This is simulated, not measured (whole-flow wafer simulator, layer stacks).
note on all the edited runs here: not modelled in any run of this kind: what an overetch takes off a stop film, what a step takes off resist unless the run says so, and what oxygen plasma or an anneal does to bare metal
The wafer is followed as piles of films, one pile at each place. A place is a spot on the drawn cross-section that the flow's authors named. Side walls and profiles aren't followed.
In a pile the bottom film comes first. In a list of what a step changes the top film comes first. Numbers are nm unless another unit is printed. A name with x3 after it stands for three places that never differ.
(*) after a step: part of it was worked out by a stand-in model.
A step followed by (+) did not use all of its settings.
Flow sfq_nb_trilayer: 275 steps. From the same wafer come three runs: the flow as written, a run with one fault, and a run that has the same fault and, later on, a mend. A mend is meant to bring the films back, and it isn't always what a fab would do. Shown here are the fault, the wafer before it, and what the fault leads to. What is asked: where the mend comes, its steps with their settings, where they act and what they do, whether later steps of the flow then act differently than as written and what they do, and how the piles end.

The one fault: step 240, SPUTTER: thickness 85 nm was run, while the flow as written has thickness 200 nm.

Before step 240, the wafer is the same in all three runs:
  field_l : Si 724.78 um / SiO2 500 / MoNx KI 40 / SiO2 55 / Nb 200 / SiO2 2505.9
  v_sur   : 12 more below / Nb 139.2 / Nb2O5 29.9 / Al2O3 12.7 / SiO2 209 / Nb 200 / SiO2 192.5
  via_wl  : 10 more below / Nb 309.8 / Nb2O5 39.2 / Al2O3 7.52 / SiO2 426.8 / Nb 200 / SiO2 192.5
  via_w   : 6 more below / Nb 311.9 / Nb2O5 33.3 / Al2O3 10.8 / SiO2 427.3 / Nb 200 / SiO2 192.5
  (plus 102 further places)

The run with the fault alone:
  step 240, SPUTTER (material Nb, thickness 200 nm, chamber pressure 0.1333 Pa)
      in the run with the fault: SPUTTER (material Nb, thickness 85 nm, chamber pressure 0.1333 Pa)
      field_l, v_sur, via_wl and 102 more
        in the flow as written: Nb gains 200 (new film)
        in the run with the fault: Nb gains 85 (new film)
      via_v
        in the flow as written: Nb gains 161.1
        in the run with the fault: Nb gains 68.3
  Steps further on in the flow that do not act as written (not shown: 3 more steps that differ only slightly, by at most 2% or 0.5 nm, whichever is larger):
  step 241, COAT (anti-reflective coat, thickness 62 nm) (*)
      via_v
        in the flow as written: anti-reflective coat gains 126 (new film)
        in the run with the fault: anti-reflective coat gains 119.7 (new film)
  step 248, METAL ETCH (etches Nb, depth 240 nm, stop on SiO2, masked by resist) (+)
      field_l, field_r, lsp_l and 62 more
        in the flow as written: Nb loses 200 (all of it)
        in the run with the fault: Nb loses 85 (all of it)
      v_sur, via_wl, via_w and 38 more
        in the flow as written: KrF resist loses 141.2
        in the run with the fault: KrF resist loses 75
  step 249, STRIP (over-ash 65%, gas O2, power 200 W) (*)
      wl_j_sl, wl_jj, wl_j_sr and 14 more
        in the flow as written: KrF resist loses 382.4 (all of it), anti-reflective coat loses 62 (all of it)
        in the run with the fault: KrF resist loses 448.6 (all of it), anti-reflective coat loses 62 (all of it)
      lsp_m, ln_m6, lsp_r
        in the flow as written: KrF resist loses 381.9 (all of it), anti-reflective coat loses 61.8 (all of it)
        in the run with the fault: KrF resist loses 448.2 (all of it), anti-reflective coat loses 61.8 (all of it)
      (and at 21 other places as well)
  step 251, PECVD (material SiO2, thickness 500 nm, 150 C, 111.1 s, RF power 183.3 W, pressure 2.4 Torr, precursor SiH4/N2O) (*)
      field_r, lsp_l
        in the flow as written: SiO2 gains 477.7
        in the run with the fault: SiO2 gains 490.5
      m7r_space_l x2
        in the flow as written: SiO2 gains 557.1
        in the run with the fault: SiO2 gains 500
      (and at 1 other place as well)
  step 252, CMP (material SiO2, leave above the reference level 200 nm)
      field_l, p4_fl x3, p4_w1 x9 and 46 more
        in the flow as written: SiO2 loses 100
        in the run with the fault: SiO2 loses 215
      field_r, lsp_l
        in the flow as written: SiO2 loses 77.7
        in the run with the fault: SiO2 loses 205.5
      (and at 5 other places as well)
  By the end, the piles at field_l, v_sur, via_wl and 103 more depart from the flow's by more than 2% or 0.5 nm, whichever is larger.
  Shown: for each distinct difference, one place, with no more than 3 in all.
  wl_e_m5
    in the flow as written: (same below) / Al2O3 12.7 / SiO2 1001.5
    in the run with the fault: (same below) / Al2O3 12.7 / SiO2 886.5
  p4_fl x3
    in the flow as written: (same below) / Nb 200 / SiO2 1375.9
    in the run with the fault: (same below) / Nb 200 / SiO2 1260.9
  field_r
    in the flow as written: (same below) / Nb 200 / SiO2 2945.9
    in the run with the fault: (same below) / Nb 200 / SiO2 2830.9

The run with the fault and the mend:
  After step 240 comes the mend.
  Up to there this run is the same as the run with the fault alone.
  step 240a, SPUTTER (material Nb, thickness 115 nm, chamber pressure 0.1333 Pa) (the flow's step 240 again, with other settings)
      field_l, v_sur, via_wl and 102 more
        Nb gains 115
      via_v
        Nb gains 91.1
  Every later step of the flow that is run acts as written, at every place that is followed, to within 2% or 0.5 nm, whichever is larger.
  When the end is reached, the piles differ only a little from the flow's at the places that both follow, at most by 2% or 0.5 nm, whichever is larger.
